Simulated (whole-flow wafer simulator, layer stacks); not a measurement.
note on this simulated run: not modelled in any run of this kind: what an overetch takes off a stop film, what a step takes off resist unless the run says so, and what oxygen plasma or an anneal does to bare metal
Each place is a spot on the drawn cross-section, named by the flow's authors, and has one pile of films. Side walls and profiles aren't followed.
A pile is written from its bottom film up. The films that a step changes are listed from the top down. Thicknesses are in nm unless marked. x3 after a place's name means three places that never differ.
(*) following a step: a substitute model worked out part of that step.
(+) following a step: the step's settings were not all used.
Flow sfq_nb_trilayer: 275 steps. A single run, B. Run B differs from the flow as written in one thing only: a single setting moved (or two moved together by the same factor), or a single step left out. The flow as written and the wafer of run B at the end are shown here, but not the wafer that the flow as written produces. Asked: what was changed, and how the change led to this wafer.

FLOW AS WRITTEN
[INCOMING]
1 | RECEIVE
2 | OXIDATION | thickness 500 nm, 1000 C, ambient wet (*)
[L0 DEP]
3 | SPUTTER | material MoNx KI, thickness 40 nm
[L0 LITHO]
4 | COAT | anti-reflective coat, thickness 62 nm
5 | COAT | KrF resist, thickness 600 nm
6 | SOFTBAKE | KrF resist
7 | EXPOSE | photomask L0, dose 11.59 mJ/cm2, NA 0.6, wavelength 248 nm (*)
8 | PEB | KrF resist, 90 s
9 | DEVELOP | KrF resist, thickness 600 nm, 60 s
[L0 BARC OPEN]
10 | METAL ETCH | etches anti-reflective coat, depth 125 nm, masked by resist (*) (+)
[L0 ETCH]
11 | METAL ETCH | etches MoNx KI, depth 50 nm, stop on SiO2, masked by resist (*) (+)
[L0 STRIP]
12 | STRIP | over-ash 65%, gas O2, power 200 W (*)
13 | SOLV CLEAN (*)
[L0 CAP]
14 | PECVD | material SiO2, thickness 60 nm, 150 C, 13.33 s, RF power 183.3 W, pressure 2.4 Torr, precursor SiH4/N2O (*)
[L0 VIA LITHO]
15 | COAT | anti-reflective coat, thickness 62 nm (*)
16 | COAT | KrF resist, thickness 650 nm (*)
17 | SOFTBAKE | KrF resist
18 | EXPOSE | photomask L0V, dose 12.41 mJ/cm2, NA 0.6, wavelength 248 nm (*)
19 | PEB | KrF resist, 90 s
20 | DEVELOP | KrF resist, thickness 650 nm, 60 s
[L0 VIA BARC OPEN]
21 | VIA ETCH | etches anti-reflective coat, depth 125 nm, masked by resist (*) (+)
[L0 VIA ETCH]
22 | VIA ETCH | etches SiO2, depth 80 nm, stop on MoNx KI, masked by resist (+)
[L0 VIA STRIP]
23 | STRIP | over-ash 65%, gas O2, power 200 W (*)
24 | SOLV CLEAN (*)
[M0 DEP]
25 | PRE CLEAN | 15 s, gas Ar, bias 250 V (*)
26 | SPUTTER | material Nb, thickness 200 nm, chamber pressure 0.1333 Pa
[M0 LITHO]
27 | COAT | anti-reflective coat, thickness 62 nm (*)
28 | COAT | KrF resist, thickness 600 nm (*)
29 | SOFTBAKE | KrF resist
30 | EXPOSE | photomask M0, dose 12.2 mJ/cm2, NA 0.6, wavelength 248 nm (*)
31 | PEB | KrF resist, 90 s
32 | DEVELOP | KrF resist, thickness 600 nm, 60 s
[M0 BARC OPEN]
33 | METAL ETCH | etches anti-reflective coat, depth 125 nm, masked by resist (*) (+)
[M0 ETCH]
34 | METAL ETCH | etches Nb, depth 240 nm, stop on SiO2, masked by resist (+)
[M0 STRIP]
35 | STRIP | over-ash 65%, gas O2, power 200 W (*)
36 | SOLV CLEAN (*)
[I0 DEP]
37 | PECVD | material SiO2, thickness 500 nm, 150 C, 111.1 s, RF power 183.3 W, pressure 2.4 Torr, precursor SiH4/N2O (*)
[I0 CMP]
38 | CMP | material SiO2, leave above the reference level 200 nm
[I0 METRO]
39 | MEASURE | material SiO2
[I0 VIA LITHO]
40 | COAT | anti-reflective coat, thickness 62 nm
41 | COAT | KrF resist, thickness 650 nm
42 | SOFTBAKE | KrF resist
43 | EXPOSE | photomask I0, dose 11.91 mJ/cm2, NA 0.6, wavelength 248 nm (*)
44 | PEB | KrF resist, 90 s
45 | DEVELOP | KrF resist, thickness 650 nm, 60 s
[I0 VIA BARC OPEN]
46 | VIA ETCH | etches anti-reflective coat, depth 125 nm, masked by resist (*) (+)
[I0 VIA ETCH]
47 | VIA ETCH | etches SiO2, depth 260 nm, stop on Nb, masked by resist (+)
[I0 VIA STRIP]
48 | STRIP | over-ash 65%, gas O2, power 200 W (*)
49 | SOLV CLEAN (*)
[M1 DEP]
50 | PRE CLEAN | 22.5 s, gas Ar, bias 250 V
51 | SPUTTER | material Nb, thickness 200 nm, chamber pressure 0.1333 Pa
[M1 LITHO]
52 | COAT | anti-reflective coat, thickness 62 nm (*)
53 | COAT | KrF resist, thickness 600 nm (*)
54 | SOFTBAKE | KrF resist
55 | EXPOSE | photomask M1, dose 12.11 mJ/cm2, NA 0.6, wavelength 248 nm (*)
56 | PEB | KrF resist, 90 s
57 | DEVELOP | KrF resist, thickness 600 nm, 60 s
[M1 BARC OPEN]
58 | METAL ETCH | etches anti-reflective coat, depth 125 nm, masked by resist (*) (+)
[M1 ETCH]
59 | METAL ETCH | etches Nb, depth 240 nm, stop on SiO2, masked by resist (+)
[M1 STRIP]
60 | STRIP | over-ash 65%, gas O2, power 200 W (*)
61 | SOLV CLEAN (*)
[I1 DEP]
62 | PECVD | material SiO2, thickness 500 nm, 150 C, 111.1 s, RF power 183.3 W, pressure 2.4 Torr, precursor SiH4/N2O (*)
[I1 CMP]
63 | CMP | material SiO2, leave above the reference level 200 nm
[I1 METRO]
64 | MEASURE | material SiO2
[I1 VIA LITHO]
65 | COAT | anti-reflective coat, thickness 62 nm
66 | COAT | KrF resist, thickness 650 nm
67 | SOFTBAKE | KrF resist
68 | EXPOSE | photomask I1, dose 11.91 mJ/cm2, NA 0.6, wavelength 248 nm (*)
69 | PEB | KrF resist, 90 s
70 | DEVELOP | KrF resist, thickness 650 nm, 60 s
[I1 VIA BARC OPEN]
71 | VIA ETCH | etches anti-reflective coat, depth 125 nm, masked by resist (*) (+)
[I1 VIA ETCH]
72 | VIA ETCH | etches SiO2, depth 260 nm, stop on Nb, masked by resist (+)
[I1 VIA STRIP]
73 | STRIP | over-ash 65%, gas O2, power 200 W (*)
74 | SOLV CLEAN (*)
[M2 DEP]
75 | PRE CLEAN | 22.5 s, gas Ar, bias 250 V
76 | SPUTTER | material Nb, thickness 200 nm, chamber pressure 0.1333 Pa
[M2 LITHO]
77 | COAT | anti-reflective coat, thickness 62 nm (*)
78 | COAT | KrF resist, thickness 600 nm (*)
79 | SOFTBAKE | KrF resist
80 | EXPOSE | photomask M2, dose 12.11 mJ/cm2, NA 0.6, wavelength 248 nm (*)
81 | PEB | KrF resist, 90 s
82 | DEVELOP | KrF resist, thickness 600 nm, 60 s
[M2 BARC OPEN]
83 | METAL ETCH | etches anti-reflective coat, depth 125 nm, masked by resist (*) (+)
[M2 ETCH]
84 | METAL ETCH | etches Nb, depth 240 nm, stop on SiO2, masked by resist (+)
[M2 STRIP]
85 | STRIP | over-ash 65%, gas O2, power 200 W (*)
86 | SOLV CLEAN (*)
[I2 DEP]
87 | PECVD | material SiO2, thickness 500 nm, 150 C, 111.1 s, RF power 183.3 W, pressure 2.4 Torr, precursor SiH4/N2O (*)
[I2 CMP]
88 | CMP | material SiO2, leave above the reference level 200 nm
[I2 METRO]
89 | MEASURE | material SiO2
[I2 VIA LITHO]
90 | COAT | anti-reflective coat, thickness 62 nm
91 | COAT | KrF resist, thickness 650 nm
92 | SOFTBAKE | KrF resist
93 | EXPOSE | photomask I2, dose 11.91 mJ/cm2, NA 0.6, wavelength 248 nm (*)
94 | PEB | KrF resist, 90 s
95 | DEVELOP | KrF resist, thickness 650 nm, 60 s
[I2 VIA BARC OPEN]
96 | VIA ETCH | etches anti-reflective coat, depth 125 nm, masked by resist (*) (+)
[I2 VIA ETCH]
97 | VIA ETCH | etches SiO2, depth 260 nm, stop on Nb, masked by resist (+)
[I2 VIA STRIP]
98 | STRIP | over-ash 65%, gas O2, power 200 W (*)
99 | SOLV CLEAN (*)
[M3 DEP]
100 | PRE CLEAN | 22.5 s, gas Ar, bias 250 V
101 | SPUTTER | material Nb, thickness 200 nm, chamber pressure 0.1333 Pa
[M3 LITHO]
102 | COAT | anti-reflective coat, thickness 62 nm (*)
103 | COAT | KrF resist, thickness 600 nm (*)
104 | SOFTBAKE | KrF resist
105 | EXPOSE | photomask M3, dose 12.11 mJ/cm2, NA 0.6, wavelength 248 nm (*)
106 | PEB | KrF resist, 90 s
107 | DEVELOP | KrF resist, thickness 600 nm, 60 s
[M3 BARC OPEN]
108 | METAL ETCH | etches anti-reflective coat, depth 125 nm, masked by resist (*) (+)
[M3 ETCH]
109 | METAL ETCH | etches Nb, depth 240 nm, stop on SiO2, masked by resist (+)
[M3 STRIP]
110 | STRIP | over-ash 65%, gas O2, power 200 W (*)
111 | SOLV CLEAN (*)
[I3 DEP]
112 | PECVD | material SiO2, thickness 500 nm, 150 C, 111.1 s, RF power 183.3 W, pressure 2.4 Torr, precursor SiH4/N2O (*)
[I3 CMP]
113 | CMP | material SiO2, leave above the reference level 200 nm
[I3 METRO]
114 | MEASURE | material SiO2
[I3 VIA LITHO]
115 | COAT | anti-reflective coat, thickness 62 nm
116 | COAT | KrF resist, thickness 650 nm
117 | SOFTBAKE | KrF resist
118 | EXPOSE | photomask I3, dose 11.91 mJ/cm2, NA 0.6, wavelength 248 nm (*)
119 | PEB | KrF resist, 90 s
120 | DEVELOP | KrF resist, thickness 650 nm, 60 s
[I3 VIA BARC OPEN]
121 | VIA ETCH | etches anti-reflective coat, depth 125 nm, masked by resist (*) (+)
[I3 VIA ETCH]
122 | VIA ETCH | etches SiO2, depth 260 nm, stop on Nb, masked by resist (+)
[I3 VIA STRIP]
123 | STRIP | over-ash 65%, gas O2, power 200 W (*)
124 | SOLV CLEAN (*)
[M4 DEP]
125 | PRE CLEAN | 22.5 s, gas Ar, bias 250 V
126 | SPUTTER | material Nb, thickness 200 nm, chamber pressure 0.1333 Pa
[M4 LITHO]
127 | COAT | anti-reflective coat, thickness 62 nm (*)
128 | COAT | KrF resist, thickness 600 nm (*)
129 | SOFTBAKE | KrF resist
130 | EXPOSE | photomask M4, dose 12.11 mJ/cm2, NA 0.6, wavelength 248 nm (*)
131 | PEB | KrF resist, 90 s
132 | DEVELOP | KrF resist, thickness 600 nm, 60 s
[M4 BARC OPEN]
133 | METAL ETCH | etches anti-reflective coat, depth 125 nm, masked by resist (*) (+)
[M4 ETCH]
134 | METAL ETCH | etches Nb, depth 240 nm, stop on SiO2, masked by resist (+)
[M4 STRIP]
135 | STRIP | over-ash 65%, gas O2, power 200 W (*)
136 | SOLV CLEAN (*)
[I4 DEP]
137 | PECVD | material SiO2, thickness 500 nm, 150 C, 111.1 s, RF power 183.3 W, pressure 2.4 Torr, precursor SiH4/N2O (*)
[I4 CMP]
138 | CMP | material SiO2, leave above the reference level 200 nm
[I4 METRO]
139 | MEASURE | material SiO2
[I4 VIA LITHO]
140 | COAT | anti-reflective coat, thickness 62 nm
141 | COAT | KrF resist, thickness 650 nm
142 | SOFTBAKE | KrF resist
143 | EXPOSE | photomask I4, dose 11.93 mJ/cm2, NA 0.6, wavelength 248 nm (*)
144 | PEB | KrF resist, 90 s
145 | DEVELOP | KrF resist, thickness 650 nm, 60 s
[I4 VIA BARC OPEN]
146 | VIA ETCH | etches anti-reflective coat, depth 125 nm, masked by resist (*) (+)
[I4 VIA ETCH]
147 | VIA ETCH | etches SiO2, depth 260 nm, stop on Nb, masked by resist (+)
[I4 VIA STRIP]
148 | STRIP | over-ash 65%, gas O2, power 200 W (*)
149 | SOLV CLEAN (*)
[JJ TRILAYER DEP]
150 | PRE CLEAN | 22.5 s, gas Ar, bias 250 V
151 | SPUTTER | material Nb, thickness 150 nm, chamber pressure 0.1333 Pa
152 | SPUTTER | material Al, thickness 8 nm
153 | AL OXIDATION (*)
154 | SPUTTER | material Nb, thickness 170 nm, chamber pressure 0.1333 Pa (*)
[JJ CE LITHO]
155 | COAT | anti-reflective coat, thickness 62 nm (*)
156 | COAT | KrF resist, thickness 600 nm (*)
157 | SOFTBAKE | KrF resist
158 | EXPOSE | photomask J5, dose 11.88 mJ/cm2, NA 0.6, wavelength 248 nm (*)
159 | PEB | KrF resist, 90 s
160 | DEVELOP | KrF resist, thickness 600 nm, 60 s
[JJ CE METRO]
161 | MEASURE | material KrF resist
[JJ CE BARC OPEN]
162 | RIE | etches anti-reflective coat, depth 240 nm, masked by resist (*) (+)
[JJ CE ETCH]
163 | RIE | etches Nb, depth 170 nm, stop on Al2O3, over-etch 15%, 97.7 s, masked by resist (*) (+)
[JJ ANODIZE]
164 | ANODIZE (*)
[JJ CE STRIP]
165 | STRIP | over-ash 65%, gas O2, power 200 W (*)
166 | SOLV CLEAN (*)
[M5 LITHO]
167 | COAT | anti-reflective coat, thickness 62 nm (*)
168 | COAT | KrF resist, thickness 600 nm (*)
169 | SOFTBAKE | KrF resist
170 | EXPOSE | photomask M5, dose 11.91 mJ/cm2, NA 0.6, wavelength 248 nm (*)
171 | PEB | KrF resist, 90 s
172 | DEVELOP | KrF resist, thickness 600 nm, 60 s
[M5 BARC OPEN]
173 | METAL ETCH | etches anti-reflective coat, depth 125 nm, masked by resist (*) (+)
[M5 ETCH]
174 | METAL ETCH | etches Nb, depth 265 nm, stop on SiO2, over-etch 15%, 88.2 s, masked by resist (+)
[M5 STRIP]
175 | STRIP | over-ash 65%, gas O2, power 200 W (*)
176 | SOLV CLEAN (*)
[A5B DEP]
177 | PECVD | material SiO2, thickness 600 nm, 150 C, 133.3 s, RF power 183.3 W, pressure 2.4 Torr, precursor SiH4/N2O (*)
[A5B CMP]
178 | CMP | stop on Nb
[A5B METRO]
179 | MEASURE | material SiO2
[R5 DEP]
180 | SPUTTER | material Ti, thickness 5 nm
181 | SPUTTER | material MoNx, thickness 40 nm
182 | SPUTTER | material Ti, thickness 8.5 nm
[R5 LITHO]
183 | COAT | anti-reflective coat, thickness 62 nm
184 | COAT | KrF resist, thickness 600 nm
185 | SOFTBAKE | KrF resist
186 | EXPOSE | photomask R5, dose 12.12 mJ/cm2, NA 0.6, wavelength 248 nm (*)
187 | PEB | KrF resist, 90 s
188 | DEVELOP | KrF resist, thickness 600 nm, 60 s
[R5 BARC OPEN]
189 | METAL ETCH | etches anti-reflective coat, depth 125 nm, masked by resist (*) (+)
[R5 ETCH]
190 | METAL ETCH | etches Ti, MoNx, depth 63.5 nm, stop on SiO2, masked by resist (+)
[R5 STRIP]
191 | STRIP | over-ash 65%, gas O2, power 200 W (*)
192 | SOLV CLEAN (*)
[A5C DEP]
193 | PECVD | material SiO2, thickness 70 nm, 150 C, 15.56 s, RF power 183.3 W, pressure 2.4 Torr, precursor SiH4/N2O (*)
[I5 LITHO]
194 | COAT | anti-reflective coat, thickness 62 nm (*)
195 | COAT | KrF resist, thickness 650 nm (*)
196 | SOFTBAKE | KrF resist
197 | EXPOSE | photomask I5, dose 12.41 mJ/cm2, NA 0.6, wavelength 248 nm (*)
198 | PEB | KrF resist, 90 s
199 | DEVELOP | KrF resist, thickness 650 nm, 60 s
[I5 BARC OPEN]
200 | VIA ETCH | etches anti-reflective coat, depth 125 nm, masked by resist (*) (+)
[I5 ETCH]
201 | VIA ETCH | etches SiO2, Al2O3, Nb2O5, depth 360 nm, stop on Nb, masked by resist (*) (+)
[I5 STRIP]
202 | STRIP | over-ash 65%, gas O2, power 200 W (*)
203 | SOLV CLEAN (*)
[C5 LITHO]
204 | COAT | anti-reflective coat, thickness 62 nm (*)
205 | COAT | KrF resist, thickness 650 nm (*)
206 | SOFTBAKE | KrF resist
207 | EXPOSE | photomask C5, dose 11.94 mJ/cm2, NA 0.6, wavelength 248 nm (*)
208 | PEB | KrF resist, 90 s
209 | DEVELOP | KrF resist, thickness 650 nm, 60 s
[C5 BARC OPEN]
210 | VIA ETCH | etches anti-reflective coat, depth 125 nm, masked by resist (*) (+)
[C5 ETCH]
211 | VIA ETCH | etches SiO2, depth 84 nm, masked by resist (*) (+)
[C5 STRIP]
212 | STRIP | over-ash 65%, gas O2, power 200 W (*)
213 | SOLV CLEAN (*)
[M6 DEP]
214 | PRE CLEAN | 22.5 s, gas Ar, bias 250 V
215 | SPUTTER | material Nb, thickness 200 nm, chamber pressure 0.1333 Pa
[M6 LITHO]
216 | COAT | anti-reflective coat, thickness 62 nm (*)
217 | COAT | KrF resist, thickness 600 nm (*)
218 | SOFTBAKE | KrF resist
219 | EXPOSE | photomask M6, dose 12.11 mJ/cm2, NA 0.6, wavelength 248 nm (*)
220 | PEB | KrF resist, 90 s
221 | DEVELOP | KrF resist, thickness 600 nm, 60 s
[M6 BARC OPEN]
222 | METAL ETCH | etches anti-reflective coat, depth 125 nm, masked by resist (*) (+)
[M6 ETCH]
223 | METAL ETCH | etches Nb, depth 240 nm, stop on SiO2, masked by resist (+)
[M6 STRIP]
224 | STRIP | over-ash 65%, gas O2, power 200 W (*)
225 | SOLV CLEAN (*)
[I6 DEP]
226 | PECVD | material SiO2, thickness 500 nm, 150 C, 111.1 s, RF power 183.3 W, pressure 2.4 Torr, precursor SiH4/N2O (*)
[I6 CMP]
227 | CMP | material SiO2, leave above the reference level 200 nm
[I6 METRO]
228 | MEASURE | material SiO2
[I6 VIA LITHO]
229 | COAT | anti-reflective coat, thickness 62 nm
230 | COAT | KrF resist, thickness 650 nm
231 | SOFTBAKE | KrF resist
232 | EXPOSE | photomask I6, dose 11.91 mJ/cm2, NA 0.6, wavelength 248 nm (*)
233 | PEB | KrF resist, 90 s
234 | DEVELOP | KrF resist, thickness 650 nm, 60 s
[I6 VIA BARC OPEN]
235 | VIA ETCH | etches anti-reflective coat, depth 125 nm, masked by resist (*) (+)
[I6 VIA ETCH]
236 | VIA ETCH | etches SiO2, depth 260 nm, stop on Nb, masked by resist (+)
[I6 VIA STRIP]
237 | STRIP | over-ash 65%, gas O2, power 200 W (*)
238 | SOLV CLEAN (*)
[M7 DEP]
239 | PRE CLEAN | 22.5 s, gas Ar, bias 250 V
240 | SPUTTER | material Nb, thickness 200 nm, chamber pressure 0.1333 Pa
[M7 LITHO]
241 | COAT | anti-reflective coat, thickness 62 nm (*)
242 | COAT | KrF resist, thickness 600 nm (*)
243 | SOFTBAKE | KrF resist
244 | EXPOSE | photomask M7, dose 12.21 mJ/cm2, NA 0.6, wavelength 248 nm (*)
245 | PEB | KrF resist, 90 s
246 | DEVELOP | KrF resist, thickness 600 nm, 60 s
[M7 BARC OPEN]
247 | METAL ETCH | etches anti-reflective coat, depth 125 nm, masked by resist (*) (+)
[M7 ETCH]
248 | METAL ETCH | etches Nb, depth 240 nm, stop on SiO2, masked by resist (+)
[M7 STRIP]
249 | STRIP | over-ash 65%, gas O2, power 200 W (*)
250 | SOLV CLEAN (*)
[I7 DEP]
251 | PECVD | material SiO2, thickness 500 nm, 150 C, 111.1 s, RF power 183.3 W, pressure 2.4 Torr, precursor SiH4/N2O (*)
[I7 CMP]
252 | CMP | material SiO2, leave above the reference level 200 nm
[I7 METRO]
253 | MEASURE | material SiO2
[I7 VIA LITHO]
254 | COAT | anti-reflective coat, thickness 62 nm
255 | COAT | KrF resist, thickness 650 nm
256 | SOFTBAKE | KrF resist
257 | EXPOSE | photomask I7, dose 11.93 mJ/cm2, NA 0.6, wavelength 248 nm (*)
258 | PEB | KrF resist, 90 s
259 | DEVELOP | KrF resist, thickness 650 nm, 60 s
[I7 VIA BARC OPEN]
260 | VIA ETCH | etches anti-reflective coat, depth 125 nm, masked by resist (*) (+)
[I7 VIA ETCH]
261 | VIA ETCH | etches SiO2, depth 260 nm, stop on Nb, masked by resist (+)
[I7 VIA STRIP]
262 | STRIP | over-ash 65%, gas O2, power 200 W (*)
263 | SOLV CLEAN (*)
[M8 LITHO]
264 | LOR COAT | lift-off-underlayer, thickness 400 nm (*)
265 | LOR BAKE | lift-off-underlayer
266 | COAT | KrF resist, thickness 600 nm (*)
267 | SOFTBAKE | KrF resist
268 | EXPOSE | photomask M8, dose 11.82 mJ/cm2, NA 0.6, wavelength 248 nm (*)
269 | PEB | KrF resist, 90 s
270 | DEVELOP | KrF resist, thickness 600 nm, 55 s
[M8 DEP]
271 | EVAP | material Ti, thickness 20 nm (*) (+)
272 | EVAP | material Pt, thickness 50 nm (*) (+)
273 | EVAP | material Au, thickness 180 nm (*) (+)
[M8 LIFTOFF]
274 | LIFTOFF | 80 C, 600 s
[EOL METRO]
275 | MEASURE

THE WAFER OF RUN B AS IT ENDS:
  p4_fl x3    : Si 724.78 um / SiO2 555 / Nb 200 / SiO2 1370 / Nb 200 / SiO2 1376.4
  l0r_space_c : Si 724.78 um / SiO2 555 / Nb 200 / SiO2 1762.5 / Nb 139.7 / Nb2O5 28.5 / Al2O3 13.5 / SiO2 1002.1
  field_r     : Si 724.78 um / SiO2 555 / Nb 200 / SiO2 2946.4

What caused this: step 152, SPUTTER: thickness 8.48 nm was run, whereas the flow has thickness 8 nm.

Step by step, how the change led to this:
  164 | ANODIZE (*)
      field_l, v_sur, via_sp and 96 more: Al2O3 gains 13, Nb2O5 gains 28.5 (new film), Al loses 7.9 (all of it), Nb loses 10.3 (in the flow as written it would be: Al2O3 gains 12.2, Nb2O5 gains 29.9 (new film), Al loses 7.42 (all of it), Nb loses 10.8)
      via_wl, via_wr: Al2O3 gains 8.03 (new film), Nb2O5 gains 38.3 (new film), Al loses 4.87 (all of it), Nb loses 13.8 (in the flow as written it would be: Al2O3 gains 7.52 (new film), Nb2O5 gains 39.2 (new film), Al loses 4.56 (all of it), Nb loses 14.1)
      (also at 1 further place)
  167 | COAT | anti-reflective coat, thickness 62 nm (*)
      ce_l: anti-reflective coat gains 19 (new film) (in the flow as written it would be: anti-reflective coat gains 19.6 (new film))
  174 | METAL ETCH | etches Nb, depth 265 nm, stop on SiO2, over-etch 15%, 88.2 s, masked by resist (+)
      field_l, r_sur, res and 50 more: Al2O3 loses 13.4 (all of it), Nb2O5 loses 28.5 (all of it), Nb loses 139.7 (all of it), SiO2 loses 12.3 (in the flow as written it would be: Al2O3 loses 12.6 (all of it), Nb2O5 loses 29.9 (all of it), Nb loses 139.2 (all of it), SiO2 loses 12.3)
  175 | STRIP | over-ash 65%, gas O2, power 200 W (*)
      ce_l: KrF resist loses 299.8 (all of it), anti-reflective coat loses 19 (all of it) (in the flow as written it would be: KrF resist loses 299.6 (all of it), anti-reflective coat loses 19.6 (all of it))
  201 | VIA ETCH | etches SiO2, Al2O3, Nb2O5, depth 360 nm, stop on Nb, masked by resist (*) (+)
      be: SiO2 loses 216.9 (all of it), Al2O3 loses 13.5 (all of it), Nb2O5 loses 28.5 (all of it) (in the flow as written it would be: SiO2 loses 216.4 (all of it), Al2O3 loses 12.7 (all of it), Nb2O5 loses 29.9 (all of it))
